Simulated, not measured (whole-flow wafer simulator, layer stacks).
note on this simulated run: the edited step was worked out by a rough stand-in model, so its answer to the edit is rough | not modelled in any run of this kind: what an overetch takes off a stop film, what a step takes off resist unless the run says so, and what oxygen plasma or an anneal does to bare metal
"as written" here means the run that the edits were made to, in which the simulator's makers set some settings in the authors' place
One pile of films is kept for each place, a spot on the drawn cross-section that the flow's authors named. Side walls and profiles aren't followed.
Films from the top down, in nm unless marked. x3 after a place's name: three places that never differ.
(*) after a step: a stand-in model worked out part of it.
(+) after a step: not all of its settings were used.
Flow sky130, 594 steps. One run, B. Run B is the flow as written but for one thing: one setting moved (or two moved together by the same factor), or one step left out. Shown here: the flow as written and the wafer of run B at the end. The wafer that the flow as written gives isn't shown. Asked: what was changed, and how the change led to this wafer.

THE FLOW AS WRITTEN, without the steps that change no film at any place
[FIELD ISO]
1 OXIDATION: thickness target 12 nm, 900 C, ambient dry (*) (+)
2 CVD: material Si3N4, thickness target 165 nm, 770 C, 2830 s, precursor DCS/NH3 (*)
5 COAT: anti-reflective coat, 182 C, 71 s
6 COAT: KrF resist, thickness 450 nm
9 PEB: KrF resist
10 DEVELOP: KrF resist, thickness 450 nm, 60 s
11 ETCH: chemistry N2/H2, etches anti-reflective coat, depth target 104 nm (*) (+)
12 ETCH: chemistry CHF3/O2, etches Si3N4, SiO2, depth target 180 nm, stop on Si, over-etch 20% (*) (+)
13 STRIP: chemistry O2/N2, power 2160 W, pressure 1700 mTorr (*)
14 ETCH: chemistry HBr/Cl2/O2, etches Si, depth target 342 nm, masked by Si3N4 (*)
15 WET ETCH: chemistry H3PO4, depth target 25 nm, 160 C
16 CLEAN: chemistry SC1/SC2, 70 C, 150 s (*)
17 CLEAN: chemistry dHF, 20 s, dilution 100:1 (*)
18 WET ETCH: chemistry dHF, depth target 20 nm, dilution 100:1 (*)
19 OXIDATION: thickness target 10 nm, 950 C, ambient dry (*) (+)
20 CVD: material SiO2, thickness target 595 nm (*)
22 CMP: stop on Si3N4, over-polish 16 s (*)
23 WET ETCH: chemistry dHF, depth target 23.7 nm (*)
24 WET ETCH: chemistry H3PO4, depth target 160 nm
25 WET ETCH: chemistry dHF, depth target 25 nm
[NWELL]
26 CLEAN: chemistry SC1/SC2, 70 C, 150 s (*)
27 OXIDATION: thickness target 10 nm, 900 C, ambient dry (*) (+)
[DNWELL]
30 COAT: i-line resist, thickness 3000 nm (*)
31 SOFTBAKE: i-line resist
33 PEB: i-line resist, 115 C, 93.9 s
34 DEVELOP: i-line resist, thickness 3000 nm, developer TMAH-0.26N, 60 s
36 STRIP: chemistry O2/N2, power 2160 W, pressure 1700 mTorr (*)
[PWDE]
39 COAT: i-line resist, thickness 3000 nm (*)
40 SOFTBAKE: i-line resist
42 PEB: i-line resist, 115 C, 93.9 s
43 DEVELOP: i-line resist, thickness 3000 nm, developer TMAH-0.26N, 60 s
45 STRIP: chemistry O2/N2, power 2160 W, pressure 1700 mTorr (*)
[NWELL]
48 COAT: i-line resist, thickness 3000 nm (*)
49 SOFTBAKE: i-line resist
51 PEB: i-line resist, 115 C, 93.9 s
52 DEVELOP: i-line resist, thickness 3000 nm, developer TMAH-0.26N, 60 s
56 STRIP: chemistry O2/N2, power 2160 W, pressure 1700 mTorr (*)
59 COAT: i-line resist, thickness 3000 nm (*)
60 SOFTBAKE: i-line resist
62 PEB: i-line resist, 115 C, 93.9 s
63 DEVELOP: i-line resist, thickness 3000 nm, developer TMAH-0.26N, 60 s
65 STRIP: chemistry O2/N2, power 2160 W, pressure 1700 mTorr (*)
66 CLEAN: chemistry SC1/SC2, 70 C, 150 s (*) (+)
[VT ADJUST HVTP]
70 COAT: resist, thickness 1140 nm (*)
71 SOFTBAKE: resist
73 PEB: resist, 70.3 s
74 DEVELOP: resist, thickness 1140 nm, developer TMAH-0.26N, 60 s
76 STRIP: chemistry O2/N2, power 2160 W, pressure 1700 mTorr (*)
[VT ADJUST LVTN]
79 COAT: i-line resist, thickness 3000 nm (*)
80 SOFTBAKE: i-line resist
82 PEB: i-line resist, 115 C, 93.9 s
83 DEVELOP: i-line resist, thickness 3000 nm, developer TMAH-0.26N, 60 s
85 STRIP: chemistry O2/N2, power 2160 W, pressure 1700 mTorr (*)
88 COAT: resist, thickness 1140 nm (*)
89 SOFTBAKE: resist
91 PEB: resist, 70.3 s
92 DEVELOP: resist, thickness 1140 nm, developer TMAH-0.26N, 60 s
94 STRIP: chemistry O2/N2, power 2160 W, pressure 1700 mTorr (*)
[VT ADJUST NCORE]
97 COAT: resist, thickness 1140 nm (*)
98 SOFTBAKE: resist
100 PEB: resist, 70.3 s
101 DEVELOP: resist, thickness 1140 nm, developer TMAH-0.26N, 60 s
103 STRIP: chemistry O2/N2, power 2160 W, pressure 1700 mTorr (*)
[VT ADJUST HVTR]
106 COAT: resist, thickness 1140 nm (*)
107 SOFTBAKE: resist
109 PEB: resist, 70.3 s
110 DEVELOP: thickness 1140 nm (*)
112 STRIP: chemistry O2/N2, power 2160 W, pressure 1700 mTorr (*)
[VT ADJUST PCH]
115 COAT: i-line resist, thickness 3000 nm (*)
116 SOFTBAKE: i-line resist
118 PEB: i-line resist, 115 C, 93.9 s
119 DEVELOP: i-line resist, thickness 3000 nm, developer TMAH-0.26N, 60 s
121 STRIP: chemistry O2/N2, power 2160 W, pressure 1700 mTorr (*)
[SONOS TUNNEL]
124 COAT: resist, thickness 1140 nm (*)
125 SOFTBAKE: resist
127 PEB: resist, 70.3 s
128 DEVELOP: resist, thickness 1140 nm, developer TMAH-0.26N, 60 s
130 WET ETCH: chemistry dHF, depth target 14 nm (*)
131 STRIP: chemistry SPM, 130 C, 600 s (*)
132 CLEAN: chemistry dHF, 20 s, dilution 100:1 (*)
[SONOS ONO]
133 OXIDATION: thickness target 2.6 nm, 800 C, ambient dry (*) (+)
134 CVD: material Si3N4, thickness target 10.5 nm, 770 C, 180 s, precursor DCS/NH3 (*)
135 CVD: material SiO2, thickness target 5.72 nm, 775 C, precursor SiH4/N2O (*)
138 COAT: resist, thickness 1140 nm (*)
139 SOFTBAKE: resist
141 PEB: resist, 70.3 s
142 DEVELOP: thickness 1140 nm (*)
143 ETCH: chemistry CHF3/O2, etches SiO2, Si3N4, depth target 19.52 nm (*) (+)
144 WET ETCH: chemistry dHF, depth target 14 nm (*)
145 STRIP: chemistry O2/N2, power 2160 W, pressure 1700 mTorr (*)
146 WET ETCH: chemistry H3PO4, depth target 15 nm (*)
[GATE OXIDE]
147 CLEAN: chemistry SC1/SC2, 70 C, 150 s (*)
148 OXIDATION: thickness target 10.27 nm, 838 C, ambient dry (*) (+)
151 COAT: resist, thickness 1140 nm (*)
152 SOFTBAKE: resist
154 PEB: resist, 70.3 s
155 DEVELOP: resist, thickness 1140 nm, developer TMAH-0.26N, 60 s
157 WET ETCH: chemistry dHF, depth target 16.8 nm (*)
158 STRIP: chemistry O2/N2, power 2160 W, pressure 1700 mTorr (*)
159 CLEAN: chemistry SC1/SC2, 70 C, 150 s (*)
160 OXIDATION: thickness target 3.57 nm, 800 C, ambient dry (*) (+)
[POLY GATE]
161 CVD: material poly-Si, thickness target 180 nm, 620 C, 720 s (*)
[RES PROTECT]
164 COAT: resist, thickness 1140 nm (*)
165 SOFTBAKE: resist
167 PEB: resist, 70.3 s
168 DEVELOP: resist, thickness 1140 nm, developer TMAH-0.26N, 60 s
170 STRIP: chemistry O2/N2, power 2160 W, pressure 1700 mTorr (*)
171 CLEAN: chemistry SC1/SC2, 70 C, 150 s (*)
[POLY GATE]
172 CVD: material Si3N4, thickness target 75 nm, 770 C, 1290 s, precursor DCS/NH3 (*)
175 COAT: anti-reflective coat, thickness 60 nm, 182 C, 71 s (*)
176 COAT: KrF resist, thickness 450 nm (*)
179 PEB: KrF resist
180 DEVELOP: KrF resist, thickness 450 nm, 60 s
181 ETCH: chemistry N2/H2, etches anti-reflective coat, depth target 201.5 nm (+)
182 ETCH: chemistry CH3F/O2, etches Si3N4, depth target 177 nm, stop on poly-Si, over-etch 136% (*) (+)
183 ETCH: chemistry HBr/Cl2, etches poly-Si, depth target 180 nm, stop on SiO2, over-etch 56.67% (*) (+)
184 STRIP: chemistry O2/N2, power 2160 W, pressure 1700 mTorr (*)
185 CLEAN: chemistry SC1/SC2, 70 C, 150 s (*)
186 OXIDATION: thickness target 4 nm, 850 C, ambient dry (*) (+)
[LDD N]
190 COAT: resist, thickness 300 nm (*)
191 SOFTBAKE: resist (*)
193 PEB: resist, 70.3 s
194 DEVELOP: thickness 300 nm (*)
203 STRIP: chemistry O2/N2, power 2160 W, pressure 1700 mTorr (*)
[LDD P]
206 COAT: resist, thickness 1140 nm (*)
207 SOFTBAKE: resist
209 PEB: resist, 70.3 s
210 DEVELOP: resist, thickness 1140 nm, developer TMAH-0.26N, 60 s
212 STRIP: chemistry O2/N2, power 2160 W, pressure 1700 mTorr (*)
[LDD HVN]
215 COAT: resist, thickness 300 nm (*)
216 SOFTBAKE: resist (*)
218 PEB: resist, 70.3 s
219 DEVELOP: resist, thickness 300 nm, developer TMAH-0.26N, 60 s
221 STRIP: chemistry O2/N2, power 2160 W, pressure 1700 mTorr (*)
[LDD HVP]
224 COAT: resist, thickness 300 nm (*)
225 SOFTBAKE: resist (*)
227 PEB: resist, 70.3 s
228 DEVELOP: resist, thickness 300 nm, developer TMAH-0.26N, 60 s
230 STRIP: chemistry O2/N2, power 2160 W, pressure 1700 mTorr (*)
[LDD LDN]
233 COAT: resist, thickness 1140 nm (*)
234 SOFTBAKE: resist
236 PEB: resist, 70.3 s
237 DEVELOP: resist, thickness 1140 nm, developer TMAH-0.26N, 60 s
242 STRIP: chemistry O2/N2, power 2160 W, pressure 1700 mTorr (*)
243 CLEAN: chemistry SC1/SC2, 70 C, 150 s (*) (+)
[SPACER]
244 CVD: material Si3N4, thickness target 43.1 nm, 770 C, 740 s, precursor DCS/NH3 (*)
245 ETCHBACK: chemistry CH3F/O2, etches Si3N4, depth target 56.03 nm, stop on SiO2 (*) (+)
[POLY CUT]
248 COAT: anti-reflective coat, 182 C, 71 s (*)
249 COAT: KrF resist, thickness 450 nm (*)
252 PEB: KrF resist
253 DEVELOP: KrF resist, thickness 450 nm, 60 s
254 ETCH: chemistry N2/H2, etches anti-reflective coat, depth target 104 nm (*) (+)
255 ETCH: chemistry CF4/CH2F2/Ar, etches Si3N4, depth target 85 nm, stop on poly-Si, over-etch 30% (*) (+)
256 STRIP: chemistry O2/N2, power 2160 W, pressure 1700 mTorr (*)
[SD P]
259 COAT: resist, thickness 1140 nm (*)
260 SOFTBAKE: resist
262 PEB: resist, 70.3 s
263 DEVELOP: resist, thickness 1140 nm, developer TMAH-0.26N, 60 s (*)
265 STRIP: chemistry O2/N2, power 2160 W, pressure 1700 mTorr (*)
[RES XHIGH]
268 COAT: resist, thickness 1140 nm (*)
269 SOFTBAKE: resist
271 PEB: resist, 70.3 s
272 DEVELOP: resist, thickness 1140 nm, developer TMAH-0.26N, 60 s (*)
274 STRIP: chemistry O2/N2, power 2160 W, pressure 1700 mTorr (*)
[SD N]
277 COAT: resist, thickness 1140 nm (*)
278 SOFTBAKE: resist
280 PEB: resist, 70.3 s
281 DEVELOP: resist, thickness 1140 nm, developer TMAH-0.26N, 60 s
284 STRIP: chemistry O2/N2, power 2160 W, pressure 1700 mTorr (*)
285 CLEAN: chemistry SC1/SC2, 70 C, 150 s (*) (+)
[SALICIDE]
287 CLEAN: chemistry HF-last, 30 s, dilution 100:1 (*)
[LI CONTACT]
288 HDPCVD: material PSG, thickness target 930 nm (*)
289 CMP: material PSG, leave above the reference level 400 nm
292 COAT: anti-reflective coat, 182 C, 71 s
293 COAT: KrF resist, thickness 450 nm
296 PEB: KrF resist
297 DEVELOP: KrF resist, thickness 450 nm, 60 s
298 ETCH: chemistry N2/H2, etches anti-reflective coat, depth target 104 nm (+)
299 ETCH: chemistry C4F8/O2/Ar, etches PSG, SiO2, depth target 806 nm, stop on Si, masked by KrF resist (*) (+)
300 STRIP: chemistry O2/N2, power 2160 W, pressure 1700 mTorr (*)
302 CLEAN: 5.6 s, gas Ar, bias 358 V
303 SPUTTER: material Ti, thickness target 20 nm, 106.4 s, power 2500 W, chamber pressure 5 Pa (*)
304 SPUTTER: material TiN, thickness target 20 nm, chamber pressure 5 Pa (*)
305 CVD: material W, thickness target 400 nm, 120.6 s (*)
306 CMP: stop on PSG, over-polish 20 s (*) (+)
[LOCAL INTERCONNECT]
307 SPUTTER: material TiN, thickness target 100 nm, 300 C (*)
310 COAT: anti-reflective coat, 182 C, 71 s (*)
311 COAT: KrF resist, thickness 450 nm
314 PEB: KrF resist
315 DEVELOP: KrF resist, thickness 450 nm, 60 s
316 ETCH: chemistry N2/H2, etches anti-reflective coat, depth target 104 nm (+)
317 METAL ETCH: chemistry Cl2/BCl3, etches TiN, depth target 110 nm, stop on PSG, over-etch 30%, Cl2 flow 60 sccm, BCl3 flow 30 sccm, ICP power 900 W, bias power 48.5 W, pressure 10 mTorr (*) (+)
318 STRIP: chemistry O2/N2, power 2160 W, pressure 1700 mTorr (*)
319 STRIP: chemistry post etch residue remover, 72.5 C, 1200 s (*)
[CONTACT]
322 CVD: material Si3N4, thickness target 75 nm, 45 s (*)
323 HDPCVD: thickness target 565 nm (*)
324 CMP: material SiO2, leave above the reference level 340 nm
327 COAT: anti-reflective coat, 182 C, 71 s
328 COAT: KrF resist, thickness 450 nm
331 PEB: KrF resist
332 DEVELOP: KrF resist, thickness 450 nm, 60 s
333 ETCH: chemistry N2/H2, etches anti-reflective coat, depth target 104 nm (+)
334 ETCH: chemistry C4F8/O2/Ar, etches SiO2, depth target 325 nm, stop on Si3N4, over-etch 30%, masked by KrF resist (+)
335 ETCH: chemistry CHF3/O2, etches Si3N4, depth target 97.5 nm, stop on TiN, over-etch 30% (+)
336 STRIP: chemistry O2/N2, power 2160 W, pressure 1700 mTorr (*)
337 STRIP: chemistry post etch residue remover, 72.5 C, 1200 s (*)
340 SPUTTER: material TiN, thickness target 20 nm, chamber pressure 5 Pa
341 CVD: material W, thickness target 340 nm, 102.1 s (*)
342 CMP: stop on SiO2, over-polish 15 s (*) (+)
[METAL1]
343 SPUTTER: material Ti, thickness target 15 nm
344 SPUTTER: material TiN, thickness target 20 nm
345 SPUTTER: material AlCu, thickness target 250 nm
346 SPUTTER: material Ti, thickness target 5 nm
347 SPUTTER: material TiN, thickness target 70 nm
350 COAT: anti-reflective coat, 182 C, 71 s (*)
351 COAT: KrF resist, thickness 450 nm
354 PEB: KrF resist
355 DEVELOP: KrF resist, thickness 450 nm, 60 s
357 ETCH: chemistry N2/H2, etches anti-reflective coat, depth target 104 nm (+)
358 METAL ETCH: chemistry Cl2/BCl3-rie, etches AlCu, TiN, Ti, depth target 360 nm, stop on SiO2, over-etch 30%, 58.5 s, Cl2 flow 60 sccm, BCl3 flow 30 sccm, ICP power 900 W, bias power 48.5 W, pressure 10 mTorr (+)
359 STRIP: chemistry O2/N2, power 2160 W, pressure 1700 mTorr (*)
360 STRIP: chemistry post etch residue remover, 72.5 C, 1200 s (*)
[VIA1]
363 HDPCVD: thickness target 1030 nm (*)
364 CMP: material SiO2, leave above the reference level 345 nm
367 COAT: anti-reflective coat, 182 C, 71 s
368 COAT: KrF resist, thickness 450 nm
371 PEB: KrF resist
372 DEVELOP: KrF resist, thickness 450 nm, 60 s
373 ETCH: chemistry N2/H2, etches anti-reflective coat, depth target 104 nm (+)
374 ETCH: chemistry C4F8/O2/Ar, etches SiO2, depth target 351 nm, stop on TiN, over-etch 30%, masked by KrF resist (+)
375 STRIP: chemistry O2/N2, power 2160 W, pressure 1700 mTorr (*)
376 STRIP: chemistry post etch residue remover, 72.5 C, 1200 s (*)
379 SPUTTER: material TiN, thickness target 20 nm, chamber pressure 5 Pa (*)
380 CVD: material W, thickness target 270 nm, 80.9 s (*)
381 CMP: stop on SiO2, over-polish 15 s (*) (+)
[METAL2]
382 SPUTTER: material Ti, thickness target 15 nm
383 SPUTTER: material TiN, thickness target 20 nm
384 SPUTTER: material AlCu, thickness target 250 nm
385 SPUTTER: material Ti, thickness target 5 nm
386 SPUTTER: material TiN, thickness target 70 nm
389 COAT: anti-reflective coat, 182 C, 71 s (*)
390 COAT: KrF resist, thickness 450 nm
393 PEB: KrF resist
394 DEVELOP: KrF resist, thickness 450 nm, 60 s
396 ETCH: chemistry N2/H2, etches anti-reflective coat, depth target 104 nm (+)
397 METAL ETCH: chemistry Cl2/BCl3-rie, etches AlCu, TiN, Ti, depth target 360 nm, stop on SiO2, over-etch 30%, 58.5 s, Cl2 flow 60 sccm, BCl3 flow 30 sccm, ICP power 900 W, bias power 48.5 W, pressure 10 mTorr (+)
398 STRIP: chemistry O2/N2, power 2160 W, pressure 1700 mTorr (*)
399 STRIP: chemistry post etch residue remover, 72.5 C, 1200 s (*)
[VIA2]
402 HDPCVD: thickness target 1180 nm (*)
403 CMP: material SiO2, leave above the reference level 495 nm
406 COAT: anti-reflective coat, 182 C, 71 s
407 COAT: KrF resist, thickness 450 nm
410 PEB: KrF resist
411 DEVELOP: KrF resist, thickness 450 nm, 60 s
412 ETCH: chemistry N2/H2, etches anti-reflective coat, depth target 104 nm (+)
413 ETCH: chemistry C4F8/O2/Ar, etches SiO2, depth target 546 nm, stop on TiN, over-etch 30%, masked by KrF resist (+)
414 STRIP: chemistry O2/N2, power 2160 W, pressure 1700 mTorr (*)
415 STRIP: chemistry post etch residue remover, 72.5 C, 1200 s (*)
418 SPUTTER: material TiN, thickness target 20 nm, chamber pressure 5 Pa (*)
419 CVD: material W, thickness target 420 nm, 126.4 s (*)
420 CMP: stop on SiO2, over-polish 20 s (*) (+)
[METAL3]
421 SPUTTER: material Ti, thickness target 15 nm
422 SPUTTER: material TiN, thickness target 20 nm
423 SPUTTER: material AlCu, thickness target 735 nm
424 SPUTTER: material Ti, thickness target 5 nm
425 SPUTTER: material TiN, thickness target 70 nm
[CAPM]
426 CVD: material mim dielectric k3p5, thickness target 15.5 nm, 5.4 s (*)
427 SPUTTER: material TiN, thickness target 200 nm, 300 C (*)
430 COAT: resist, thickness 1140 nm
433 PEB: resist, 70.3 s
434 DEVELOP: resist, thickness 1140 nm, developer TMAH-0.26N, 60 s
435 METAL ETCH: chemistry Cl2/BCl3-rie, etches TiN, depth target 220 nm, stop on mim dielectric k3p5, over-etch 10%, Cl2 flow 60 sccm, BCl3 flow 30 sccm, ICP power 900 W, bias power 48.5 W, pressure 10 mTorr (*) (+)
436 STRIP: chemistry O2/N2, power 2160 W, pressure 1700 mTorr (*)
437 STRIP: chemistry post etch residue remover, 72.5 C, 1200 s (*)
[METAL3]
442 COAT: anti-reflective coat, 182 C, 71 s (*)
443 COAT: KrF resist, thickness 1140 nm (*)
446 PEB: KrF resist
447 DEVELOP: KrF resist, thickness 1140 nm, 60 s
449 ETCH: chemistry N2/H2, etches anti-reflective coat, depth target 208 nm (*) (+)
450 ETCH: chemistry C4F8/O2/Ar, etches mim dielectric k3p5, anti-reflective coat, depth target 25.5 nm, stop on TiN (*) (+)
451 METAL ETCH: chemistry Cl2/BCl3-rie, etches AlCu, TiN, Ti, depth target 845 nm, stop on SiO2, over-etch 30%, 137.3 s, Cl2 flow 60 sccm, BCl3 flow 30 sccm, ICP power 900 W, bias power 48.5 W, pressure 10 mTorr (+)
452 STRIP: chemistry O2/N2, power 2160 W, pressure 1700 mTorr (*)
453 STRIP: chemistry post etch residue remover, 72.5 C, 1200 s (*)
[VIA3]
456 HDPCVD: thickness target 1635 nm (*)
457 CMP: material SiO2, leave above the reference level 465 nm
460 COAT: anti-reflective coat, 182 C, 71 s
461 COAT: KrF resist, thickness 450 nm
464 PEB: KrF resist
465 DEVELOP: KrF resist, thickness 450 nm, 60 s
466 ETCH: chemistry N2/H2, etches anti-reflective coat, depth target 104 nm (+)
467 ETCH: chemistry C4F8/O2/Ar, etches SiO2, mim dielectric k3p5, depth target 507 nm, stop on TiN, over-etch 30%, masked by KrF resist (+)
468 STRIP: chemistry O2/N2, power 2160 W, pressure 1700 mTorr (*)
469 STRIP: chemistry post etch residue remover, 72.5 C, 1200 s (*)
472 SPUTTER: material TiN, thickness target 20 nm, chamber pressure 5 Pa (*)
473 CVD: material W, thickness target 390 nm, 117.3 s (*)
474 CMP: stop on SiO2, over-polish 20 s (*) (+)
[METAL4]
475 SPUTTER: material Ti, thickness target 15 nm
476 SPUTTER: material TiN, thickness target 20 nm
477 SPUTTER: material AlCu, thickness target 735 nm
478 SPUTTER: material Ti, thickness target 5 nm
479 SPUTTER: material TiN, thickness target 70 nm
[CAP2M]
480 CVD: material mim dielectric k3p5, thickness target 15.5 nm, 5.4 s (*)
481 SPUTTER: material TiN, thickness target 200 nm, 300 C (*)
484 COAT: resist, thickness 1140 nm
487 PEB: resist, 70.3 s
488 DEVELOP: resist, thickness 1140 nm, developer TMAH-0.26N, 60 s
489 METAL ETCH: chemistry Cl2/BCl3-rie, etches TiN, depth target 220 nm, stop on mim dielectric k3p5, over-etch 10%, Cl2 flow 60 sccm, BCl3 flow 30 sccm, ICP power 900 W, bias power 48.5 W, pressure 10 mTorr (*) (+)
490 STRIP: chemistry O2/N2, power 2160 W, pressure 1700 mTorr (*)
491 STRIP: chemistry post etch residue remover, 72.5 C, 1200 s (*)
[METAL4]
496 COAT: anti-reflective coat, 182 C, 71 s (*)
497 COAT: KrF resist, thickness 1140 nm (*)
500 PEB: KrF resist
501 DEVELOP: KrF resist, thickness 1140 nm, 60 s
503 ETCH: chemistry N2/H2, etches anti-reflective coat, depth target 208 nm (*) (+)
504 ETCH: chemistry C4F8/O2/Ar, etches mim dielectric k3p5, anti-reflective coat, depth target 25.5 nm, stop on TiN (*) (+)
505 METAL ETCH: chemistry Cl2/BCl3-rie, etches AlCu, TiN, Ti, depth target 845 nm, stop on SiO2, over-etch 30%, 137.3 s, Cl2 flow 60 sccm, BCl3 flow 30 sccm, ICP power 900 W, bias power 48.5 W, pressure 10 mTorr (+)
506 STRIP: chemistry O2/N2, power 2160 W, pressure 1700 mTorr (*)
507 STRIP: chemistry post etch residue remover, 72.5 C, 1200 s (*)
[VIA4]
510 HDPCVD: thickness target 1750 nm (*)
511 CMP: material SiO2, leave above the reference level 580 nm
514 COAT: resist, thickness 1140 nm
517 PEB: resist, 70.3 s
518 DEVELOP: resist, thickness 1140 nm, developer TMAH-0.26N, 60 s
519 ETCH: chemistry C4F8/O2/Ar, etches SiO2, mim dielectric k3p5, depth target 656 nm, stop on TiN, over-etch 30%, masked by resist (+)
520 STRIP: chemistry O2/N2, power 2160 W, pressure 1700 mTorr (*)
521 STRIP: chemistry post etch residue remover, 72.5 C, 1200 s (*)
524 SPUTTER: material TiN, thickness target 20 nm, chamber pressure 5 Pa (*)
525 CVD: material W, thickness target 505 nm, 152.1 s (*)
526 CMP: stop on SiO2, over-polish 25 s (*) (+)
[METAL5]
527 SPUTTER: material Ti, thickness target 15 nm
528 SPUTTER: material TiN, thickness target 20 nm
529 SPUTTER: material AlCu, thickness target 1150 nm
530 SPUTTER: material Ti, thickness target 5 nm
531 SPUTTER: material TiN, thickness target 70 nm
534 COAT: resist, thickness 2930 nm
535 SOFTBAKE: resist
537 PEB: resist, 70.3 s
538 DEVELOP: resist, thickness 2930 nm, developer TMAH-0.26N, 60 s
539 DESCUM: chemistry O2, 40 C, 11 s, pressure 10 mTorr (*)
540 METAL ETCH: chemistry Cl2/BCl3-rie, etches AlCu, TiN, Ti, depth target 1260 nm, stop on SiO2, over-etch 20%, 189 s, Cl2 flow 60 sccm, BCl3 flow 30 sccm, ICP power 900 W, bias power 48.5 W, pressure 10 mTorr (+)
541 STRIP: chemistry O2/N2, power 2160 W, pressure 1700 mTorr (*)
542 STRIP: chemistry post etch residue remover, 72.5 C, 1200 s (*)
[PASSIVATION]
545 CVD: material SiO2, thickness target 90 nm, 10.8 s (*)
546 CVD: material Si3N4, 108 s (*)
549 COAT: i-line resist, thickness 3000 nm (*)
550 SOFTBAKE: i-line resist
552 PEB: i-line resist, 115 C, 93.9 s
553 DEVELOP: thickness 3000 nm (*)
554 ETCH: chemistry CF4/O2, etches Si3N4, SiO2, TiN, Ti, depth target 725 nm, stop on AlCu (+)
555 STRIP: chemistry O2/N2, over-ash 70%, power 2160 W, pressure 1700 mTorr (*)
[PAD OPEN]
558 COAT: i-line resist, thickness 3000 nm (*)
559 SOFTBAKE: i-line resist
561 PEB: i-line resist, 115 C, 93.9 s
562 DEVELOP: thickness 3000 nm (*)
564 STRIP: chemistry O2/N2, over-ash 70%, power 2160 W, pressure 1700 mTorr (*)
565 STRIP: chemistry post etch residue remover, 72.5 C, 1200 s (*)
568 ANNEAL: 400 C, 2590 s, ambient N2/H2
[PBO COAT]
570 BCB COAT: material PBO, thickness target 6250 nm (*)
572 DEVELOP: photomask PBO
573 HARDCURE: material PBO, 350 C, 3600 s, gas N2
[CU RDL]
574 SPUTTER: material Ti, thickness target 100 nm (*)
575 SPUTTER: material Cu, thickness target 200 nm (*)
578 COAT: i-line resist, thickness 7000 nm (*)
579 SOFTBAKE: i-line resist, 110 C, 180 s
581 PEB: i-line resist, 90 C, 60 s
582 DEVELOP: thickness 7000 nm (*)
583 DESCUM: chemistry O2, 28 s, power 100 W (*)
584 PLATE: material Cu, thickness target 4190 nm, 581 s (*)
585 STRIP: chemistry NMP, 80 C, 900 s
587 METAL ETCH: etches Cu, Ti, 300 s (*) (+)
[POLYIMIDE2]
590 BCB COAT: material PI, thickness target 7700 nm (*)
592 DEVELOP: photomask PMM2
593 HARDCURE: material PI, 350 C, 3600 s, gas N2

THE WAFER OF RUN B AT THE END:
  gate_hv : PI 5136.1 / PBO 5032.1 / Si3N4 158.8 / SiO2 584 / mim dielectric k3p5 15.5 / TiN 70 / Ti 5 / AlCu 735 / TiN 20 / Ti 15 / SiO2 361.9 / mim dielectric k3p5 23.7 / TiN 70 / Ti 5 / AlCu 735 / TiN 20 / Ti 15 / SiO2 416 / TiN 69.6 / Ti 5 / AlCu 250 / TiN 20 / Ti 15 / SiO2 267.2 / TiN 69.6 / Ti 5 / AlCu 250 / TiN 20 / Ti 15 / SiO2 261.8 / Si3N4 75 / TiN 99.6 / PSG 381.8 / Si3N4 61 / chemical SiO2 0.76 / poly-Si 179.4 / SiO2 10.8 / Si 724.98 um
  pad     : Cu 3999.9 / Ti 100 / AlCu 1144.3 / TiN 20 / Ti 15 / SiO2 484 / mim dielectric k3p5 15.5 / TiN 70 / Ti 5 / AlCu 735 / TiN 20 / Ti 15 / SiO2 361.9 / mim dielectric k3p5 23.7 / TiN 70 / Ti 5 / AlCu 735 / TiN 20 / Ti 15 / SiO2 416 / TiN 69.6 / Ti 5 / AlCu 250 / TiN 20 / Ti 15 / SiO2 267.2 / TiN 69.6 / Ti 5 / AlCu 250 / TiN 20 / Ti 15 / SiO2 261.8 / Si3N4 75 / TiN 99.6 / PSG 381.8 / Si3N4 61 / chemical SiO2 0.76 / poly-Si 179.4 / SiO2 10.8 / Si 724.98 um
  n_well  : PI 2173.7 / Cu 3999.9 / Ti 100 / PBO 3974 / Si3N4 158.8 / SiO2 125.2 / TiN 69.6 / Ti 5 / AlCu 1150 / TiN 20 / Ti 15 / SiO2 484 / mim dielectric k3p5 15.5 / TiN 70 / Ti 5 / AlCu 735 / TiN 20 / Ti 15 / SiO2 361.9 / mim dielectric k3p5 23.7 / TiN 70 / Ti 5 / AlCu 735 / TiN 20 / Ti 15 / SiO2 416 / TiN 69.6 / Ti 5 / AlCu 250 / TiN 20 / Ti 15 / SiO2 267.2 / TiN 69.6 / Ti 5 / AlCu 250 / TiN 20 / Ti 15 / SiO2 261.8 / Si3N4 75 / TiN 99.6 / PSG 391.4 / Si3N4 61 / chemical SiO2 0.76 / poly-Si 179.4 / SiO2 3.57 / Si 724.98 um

The cause: step 426, CVD: thickness target 23.7 nm was run, where the flow has thickness target 15.5 nm; step 426, CVD: 8.26 s was run, where the flow has 5.4 s.
It can be read off the wafer: gate_hv has mim dielectric k3p5 23.7, and step 426 as written asks for 15.5 nm.

How the change led to this, step by step:
  426 CVD: material mim dielectric k3p5, thickness target 15.5 nm, 5.4 s (*)
      field, active, n_well and 188 more: mim dielectric k3p5 +23.7 (new film) (as written it would be: mim dielectric k3p5 +15.5 (new film))
  450 ETCH: chemistry C4F8/O2/Ar, etches mim dielectric k3p5, anti-reflective coat, depth target 25.5 nm, stop on TiN (*) (+)
      n_well, p_well, gate_hv and 104 more: KrF resist -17 (as written it would be: KrF resist -15.5)
      field, active, gate and 82 more: mim dielectric k3p5 -23.7 (all of it) (as written it would be: mim dielectric k3p5 -15.5 (all of it))
  467 ETCH: chemistry C4F8/O2/Ar, etches SiO2, mim dielectric k3p5, depth target 507 nm, stop on TiN, over-etch 30%, masked by KrF resist (+)
      m1: SiO2 -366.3 (all of it), mim dielectric k3p5 -23.7 (all of it) (as written it would be: SiO2 -374.5 (all of it), mim dielectric k3p5 -15.5 (all of it))
      via3_hole: SiO2 -365.7 (all of it), mim dielectric k3p5 -23.7 (all of it) (as written it would be: SiO2 -373.9 (all of it), mim dielectric k3p5 -15.5 (all of it))
